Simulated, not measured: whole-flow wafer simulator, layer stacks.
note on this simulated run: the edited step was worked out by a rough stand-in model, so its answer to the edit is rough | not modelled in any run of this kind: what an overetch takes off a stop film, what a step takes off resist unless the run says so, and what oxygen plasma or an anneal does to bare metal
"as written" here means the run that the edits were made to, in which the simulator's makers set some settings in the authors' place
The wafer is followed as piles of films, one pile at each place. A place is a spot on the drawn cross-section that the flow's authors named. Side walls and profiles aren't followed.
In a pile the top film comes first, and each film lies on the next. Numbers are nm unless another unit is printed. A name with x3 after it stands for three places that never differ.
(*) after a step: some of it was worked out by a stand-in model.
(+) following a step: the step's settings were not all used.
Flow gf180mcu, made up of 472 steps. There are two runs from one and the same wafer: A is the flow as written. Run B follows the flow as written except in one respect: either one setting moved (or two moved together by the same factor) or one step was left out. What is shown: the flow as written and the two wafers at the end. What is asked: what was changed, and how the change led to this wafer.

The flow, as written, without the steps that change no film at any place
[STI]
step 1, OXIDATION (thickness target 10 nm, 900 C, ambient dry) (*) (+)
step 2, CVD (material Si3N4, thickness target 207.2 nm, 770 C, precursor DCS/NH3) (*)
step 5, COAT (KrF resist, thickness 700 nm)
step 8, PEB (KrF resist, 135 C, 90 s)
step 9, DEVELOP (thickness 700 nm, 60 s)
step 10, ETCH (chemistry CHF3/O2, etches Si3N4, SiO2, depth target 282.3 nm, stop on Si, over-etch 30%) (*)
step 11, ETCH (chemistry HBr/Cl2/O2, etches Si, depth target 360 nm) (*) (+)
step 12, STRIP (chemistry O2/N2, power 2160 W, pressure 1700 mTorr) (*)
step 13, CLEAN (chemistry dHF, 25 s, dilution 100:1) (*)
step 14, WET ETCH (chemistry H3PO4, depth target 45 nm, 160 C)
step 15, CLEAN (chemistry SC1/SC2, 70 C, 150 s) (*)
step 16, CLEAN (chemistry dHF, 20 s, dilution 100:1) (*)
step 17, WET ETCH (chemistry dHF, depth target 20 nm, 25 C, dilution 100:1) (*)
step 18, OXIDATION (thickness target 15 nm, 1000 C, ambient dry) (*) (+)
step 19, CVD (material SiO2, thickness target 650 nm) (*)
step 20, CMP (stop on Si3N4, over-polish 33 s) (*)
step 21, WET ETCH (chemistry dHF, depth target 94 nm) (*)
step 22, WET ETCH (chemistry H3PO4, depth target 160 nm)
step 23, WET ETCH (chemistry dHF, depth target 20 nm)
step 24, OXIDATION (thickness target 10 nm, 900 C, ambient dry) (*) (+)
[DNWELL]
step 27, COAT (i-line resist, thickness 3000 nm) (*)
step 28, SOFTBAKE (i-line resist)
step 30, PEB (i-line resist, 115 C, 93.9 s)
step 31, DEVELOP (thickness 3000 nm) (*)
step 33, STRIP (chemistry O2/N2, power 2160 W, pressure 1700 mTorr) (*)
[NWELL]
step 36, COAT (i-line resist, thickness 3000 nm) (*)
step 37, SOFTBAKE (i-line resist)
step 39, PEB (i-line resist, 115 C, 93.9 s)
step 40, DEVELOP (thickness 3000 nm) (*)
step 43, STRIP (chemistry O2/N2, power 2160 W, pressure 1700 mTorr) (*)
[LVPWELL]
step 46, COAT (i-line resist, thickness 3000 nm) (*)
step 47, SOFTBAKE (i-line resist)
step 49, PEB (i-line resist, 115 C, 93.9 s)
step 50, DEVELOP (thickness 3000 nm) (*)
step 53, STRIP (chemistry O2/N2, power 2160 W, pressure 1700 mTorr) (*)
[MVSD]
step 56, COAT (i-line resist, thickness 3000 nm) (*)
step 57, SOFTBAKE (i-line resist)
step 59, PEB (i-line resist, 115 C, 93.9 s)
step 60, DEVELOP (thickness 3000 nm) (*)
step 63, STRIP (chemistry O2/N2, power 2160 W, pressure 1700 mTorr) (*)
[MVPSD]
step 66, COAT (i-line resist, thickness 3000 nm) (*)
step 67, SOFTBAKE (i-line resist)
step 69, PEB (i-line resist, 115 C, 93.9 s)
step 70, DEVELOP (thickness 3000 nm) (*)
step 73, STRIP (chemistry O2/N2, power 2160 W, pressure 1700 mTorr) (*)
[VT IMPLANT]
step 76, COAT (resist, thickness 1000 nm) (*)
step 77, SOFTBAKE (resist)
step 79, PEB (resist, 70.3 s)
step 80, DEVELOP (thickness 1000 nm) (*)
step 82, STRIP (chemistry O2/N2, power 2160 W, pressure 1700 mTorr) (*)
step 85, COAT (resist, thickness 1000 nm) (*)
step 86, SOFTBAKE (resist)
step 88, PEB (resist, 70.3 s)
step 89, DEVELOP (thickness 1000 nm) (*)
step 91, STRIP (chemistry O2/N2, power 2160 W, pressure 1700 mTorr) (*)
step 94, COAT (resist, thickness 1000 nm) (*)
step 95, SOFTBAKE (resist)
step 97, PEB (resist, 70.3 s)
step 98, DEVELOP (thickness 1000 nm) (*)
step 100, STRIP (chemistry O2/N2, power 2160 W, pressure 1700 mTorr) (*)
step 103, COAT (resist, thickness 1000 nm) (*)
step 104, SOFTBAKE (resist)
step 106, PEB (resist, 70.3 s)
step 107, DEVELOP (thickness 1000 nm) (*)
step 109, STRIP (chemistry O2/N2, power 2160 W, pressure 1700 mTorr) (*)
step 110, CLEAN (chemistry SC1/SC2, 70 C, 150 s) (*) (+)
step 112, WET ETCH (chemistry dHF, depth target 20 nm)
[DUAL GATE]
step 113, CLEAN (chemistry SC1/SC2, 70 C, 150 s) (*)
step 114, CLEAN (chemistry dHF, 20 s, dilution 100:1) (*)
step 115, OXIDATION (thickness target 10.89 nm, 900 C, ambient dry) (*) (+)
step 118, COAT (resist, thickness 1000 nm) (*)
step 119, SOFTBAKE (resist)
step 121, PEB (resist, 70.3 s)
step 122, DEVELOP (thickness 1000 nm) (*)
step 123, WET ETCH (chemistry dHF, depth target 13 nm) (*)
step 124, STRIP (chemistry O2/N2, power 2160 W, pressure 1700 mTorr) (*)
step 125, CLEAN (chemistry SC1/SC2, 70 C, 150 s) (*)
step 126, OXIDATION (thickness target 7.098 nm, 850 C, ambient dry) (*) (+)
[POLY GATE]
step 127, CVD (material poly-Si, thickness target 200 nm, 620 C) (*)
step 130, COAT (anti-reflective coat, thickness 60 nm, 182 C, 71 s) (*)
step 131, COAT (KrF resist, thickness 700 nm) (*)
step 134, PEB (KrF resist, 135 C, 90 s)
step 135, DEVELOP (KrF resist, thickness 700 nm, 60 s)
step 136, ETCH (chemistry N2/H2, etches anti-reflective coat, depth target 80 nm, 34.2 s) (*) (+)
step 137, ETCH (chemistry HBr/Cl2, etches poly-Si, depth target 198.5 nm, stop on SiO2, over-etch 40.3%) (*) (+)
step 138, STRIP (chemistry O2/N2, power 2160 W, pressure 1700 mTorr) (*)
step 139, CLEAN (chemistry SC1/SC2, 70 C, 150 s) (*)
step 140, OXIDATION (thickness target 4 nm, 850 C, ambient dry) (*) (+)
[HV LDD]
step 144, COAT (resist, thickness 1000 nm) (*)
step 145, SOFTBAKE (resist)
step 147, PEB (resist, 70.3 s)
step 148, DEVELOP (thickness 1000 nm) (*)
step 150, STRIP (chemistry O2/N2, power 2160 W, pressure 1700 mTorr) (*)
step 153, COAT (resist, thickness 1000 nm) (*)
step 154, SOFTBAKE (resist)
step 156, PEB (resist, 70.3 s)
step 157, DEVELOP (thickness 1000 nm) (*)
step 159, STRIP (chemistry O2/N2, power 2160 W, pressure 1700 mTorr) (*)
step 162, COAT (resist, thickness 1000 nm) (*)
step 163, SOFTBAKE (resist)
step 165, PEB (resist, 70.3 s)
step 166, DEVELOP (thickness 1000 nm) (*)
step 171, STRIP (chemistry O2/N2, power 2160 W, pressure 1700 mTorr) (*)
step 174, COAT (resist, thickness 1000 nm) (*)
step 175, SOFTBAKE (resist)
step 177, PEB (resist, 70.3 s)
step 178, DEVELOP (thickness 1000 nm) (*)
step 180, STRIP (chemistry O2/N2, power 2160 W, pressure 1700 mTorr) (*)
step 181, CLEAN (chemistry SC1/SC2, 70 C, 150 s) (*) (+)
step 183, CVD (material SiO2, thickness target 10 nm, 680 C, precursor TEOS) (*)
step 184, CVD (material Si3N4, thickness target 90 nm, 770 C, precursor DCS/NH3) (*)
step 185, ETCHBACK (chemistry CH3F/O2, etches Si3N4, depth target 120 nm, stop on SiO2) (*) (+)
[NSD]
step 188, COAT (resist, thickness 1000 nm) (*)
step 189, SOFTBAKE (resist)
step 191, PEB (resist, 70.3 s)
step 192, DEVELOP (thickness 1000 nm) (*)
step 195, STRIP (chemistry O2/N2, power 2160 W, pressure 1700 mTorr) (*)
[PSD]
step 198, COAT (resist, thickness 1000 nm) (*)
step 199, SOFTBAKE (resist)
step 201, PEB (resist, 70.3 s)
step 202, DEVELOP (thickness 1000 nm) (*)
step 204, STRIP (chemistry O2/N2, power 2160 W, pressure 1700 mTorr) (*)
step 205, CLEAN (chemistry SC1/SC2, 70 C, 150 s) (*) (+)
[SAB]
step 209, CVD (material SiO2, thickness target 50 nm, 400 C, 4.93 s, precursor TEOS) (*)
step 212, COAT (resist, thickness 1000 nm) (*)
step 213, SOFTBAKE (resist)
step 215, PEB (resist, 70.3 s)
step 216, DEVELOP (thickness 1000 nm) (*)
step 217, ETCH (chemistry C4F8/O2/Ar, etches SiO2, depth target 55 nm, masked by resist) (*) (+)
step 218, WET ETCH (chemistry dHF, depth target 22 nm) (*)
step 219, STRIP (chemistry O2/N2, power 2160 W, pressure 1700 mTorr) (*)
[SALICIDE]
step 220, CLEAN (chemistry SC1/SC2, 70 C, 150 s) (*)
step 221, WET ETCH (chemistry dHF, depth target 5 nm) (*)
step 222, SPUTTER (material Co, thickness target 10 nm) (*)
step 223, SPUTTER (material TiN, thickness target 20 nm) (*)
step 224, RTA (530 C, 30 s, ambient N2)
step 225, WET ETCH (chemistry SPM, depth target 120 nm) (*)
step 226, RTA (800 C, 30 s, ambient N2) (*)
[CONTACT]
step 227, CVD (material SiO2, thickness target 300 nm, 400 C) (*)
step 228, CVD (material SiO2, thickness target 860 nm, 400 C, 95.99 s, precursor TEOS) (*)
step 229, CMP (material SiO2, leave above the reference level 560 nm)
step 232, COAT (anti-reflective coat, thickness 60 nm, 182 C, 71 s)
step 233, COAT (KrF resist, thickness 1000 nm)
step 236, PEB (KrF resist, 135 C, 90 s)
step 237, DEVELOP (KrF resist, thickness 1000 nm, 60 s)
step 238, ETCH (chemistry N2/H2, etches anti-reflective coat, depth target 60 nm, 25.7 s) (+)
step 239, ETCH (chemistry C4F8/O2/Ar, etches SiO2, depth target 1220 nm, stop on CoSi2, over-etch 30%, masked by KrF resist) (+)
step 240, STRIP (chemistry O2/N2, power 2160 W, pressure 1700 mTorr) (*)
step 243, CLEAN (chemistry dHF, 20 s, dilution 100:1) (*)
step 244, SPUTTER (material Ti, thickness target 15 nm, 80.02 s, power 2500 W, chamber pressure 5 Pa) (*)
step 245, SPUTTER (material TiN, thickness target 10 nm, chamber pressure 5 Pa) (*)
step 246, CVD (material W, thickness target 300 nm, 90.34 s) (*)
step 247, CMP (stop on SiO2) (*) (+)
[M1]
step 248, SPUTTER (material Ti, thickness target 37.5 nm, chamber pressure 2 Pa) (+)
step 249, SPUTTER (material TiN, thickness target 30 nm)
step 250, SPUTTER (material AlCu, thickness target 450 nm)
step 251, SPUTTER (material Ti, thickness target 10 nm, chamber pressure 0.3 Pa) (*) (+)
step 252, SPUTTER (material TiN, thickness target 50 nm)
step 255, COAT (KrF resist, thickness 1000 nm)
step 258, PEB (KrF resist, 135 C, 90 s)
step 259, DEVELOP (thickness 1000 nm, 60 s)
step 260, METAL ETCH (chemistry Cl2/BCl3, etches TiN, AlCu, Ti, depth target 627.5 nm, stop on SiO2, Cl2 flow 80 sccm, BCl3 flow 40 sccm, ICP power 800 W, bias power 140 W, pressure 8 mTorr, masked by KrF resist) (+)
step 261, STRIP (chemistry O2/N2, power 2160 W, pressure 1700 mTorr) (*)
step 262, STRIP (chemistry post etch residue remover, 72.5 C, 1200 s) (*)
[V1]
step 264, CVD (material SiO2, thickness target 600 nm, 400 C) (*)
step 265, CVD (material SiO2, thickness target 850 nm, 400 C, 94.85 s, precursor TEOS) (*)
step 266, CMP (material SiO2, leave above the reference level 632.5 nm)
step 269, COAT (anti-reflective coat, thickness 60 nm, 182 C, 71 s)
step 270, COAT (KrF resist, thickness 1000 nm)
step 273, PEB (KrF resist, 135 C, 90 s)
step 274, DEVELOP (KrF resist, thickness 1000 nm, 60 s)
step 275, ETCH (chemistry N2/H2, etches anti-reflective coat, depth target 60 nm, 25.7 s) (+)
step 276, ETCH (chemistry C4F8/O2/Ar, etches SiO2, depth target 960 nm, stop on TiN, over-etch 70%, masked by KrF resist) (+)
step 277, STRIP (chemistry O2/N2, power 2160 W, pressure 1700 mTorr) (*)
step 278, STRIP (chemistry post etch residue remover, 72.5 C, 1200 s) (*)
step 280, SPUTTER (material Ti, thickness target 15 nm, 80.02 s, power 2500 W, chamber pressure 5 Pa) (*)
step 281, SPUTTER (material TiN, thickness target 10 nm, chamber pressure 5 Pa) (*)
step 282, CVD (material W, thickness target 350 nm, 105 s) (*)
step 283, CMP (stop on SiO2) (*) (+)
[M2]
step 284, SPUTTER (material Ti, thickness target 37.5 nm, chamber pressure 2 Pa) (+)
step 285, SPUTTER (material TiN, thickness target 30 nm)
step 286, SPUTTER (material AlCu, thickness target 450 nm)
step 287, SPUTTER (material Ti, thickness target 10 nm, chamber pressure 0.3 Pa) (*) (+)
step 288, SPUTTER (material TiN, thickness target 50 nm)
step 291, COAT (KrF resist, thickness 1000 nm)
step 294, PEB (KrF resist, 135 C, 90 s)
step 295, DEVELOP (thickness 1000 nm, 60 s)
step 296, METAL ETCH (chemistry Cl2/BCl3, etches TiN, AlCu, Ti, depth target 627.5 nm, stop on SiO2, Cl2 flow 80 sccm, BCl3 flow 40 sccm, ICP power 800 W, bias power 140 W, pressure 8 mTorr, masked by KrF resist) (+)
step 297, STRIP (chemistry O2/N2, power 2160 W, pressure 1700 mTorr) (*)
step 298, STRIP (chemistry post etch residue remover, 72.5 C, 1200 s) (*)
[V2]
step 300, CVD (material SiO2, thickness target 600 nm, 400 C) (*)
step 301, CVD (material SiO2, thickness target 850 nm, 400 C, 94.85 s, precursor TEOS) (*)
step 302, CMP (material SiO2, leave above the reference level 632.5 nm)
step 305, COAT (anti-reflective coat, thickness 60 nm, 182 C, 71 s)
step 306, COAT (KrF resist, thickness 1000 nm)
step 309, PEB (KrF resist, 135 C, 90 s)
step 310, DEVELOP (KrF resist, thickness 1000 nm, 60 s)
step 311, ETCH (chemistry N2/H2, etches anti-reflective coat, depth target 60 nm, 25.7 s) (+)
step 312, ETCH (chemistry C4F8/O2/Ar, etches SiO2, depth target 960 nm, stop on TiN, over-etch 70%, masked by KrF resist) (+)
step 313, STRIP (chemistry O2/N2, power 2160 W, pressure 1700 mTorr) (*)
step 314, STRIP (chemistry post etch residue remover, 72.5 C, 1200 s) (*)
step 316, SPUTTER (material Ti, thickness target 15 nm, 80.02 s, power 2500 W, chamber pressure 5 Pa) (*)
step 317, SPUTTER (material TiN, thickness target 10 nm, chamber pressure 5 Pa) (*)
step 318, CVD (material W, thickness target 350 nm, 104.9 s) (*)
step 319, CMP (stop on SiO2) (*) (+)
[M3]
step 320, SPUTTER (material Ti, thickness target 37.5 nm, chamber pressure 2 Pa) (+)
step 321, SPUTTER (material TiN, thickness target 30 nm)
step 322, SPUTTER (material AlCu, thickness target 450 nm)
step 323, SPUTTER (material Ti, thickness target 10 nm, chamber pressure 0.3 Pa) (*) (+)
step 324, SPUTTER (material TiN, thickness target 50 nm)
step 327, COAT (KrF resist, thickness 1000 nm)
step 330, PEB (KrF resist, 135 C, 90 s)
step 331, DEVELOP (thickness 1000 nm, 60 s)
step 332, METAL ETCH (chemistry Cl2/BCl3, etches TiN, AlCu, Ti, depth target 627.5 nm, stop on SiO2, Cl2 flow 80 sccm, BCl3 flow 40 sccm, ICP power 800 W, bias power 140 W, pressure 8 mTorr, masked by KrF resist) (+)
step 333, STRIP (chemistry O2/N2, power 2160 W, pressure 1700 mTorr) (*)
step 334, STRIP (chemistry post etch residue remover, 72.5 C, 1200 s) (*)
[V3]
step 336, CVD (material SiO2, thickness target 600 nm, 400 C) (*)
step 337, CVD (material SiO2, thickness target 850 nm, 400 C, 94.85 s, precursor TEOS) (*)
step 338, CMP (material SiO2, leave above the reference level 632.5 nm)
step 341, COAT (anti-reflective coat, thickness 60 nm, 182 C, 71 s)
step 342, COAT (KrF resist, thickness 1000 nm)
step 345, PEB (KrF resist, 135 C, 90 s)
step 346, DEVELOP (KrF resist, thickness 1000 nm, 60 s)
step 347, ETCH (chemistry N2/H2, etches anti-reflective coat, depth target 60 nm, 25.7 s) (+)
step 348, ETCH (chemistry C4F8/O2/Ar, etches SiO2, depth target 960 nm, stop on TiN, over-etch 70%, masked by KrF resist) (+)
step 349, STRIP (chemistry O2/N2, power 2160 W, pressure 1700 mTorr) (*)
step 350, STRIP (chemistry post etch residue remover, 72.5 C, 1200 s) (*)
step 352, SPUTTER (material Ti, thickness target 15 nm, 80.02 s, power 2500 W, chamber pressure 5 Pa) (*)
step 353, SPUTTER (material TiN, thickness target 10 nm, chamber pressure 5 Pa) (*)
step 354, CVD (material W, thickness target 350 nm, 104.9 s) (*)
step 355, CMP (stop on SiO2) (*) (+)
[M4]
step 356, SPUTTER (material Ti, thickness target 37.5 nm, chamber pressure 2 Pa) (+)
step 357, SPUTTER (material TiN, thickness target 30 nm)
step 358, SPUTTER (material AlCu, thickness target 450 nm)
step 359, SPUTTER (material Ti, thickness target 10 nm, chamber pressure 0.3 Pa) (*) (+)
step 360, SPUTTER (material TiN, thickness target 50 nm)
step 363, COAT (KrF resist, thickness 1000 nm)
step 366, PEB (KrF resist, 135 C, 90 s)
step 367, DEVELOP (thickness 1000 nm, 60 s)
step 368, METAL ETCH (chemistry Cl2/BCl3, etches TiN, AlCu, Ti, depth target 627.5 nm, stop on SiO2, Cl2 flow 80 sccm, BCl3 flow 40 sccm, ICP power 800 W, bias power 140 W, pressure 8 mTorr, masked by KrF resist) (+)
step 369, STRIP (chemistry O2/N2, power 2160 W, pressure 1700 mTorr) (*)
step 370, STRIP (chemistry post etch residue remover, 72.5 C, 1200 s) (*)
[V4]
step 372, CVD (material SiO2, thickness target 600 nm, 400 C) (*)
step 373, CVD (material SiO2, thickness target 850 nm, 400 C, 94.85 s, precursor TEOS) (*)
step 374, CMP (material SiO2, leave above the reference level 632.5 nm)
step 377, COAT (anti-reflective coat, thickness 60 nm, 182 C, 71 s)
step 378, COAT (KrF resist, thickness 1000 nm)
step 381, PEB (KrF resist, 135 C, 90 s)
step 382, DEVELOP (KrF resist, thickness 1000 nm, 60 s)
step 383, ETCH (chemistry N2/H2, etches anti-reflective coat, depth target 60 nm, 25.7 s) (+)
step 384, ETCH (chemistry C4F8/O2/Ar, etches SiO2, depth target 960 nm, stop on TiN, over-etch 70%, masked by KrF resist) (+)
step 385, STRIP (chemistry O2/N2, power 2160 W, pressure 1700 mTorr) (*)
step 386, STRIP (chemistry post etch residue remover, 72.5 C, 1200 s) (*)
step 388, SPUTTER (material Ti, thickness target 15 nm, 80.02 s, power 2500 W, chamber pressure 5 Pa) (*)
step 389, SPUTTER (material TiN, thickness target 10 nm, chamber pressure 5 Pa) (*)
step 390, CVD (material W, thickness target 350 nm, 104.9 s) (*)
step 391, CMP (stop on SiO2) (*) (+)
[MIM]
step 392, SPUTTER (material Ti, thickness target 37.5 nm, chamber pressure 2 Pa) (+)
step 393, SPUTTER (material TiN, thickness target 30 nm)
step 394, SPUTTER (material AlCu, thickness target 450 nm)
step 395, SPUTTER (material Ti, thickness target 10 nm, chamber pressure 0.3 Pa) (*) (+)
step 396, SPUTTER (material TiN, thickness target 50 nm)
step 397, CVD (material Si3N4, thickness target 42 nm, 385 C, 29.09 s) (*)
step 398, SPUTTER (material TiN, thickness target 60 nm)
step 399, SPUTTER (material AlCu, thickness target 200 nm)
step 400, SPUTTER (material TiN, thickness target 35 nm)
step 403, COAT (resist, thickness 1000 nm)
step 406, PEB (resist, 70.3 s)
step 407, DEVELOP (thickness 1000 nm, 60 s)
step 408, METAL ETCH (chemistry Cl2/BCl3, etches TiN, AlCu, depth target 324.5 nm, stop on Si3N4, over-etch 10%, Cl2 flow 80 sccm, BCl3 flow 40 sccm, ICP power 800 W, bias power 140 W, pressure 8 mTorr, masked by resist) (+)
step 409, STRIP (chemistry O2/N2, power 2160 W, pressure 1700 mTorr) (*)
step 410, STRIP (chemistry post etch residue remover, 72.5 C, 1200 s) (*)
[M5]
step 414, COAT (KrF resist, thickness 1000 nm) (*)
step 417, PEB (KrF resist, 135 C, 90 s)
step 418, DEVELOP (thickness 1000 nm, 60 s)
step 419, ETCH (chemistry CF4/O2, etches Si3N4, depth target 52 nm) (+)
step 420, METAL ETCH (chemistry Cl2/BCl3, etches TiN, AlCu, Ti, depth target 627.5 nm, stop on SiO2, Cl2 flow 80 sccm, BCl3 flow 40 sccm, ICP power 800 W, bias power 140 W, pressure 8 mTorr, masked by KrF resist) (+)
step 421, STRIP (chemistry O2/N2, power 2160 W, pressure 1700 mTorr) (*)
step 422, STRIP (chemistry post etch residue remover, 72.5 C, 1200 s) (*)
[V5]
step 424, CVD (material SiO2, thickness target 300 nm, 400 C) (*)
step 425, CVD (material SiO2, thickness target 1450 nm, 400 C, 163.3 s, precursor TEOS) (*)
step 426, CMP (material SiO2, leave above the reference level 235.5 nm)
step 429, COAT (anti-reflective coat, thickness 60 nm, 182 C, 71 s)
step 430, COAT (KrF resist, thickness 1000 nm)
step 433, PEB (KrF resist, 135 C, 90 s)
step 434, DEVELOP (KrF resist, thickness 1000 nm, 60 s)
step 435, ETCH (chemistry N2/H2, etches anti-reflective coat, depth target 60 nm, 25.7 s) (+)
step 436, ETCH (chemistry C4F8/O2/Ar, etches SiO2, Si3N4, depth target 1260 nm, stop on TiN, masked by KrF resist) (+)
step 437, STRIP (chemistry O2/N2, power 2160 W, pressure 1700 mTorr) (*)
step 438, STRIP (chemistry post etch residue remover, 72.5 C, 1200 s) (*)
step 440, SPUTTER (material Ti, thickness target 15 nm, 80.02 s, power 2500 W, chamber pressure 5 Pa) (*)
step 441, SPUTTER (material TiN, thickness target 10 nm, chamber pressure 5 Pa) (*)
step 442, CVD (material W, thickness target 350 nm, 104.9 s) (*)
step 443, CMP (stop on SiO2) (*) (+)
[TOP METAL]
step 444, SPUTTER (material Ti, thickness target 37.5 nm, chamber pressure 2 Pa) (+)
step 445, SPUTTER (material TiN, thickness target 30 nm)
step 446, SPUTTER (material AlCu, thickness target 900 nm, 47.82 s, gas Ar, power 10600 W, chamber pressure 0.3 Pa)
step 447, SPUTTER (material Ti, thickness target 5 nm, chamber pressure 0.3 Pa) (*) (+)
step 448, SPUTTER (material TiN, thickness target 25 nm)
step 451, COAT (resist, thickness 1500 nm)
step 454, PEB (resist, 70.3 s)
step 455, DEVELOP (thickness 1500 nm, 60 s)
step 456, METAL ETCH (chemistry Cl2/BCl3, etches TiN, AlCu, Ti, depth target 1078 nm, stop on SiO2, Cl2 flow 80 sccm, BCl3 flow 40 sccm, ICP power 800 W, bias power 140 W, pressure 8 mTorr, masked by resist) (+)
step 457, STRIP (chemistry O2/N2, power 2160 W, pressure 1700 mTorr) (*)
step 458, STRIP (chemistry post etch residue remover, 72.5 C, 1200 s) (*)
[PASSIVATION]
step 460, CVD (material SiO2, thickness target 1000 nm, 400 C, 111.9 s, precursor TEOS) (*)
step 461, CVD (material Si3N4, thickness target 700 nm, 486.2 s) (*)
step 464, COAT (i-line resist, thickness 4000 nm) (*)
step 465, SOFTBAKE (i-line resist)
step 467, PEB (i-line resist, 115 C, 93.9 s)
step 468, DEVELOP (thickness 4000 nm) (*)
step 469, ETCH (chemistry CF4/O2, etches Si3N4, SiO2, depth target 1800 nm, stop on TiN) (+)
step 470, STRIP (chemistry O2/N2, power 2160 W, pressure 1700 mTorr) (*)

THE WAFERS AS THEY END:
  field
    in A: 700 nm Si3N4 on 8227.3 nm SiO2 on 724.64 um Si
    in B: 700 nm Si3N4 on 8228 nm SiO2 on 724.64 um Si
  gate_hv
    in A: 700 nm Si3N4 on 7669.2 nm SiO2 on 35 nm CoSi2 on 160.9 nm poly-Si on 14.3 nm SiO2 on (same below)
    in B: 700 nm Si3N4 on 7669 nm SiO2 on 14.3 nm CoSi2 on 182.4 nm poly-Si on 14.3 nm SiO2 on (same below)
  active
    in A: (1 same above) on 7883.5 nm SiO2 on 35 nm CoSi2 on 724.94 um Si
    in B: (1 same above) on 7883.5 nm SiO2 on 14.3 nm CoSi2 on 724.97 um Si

Cause: step 222, SPUTTER: thickness target 4.1 nm was run, though the flow has thickness target 10 nm.

Step by step, how the change led to this:
  step 222, SPUTTER (material Co, thickness target 10 nm) (*)
      field, field__w7, field__w8 and 71 more: A +10 Co (new film) | B +4.1 Co (new film)
      field__w6, field_sub, field_sub__w2: A +9.95 Co (new film) | B +4.08 Co (new film)
      (and at 34 other places as well)
  step 224, RTA (530 C, 30 s, ambient N2)
      gate, gate_hv, gate_p and 22 more: A under 1 film: +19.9 CoSi (new film), -10 Co (all of it), -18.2 poly-Si | B under 1 film: +8.15 CoSi (new film), -4.1 Co (all of it), -7.46 poly-Si
      active, p_well, sd_n and 11 more: A under 1 film: +19.9 CoSi (new film), -10 Co (all of it), -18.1 Si | B under 1 film: +8.15 CoSi (new film), -4.1 Co (all of it), -7.43 Si
      (and at 10 other places as well)
  step 225, WET ETCH (chemistry SPM, depth target 120 nm) (*)
      field, field__w7, field__w8 and 32 more: A -20 TiN (all of it), -10 Co (all of it) | B -20 TiN (all of it), -4.1 Co (all of it)
      field_sub, field_sub__w2: A -19.9 TiN (all of it), -9.95 Co (all of it) | B -19.9 TiN (all of it), -4.08 Co (all of it)
      (and at 25 other places as well)
  step 226, RTA (800 C, 30 s, ambient N2) (*)
      gate, gate_hv, gate_p and 22 more: A +35 CoSi2 (new film), -19.9 CoSi (all of it), -18.2 poly-Si | B +14.3 CoSi2 (new film), -8.15 CoSi (all of it), -7.46 poly-Si
      active, p_well, sd_n and 11 more: A +35 CoSi2 (new film), -19.9 CoSi (all of it), -18.1 Si | B +14.3 CoSi2 (new film), -8.15 CoSi (all of it), -7.43 Si
      (and at 10 other places as well)
